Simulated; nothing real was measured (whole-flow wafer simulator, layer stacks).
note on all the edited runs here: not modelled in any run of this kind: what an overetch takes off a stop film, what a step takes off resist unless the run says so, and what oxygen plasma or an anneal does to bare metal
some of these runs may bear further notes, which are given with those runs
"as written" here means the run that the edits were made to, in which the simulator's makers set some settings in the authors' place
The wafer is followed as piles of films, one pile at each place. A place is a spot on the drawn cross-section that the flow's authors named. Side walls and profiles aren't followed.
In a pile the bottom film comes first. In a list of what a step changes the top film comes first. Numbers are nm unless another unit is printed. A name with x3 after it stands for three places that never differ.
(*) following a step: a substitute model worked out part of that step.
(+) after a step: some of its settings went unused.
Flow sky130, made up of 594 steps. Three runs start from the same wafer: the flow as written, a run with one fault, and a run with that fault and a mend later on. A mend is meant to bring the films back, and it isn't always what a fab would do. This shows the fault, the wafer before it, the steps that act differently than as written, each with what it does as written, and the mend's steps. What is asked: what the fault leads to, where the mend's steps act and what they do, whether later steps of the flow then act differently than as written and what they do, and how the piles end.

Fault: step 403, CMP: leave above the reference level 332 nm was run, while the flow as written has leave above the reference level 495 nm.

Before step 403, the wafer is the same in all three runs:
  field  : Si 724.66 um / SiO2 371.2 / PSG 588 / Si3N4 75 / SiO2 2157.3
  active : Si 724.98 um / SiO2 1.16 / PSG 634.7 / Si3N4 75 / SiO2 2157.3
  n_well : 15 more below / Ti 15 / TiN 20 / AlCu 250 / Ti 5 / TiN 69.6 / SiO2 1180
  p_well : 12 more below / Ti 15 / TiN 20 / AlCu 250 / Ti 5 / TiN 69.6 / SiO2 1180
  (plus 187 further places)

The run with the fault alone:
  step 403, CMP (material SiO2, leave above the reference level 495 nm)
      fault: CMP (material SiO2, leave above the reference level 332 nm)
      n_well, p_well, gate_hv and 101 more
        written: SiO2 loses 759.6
        fault: SiO2 loses 922.6
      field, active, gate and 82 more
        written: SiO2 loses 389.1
        fault: SiO2 loses 552.1
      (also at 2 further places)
  Steps further on in the flow that do not act as written (not shown: 1 more step that differs only slightly, by at most 2% or 0.5 nm, whichever is larger):
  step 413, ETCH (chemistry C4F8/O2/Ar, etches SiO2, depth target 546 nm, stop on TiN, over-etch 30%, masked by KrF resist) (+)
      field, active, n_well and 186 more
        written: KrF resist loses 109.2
        fault: KrF resist loses 66.9
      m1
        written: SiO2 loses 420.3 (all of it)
        fault: SiO2 loses 257.3 (all of it)
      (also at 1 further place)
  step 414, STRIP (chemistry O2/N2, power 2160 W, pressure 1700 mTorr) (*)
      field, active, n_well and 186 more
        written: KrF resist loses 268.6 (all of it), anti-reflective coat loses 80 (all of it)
        fault: KrF resist loses 310.9 (all of it), anti-reflective coat loses 80 (all of it)
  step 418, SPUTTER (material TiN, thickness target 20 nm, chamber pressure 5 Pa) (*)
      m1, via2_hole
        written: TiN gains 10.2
        fault: TiN gains 12.5
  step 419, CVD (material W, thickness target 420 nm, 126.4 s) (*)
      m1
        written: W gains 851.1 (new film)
        fault: W gains 685.8 (new film)
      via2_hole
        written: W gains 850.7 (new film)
        fault: W gains 685.3 (new film)
  At field, active, n_well and 190 more, the piles at the end differ from the flow's by more than 2% or 0.5 nm, whichever is larger.
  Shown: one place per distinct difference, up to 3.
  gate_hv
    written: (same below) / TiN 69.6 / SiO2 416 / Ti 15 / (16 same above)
    fault: (same below) / TiN 69.6 / SiO2 253 / Ti 15 / (16 same above)
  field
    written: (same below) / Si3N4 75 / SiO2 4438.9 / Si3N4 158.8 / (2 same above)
    fault: (same below) / Si3N4 75 / SiO2 4275.9 / Si3N4 158.8 / (2 same above)
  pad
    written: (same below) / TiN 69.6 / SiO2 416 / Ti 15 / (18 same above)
    fault: (same below) / TiN 69.6 / SiO2 253 / Ti 15 / (18 same above)

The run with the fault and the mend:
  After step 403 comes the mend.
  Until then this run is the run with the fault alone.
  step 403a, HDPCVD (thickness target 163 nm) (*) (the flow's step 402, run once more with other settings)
      field, active, n_well and 188 more
        SiO2 gains 163
  None of the later steps of the flow differs from how it acts as written, at any place that is followed, by more than 2% or 0.5 nm, whichever is larger.
  By the end, the piles equal the flow's at every place that both follow.
